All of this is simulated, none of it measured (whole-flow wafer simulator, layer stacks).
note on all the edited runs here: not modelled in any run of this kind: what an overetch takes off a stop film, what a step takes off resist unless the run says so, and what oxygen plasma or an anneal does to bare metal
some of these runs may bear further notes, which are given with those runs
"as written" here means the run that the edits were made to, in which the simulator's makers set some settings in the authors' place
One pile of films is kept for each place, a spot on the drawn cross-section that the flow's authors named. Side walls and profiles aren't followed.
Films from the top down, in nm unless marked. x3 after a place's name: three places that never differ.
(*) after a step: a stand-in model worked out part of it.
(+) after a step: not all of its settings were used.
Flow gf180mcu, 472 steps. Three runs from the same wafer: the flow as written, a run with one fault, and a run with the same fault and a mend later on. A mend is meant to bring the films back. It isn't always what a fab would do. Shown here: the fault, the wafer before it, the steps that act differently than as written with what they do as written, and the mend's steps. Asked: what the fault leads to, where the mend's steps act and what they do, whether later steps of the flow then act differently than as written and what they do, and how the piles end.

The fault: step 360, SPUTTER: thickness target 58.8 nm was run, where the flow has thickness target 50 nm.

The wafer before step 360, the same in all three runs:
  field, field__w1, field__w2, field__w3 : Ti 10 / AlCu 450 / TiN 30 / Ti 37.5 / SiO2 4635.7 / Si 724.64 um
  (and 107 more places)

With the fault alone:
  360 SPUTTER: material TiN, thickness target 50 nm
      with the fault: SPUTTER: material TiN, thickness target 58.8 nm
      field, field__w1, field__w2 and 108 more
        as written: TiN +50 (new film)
        with the fault: TiN +58.8 (new film)
  Later steps of the flow that act differently than as written (6 more steps differ only slightly, by at most 2% or 0.5 nm, whichever is larger, and aren't shown):
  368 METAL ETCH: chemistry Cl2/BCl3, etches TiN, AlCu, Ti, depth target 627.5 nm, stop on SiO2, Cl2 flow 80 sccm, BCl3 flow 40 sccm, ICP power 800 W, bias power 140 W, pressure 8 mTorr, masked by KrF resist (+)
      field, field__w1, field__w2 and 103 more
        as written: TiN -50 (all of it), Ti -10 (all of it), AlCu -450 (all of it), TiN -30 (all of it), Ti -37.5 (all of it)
        with the fault: TiN -58.8 (all of it), Ti -10 (all of it), AlCu -450 (all of it), TiN -30 (all of it), Ti -37.5 (all of it)
  At the end the piles differ from the flow's by more than 2% or 0.5 nm, whichever is larger, at field__w8, contact, m1, m1__w1, m1_nw.
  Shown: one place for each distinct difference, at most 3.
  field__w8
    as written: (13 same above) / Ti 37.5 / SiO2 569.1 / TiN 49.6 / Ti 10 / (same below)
    with the fault: (13 same above) / Ti 37.5 / SiO2 560.3 / TiN 58.4 / Ti 10 / (same below)
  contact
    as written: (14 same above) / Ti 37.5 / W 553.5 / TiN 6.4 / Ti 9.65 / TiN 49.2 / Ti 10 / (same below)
    with the fault: (14 same above) / Ti 37.5 / W 544.6 / TiN 6.44 / Ti 9.7 / TiN 58 / Ti 10 / (same below)

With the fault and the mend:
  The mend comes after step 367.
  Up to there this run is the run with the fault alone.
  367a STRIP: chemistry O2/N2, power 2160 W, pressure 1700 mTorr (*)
      field__w8, contact, m1, m1__w1, m1_nw
        KrF resist -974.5 (all of it)
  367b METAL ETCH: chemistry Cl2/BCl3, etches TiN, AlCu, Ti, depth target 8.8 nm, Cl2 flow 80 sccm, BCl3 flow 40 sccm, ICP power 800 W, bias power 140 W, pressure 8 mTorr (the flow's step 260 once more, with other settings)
      field, field__w1, field__w2 and 108 more
        TiN -8.8
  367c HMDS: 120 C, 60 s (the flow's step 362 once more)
      changes no film at any place that is followed
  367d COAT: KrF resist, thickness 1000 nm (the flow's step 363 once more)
      field, field__w1, field__w2 and 108 more
        KrF resist +1000 (new film)
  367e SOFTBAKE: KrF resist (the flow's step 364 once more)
      changes no film at any place that is followed
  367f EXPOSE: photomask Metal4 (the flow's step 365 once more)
      changes no film at any place that is followed
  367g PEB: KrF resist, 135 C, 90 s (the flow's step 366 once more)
      field, field__w1, field__w2 and 108 more
        KrF resist -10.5
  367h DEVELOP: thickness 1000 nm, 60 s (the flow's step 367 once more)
      field, field__w1, field__w2 and 103 more
        KrF resist -989.5 (all of it)
      field__w8, contact, m1, m1__w1, m1_nw
        KrF resist -14.9
  No later step of the flow acts differently than as written at any place that is followed.
  At the end the piles are the same as the flow's at every place that both follow.
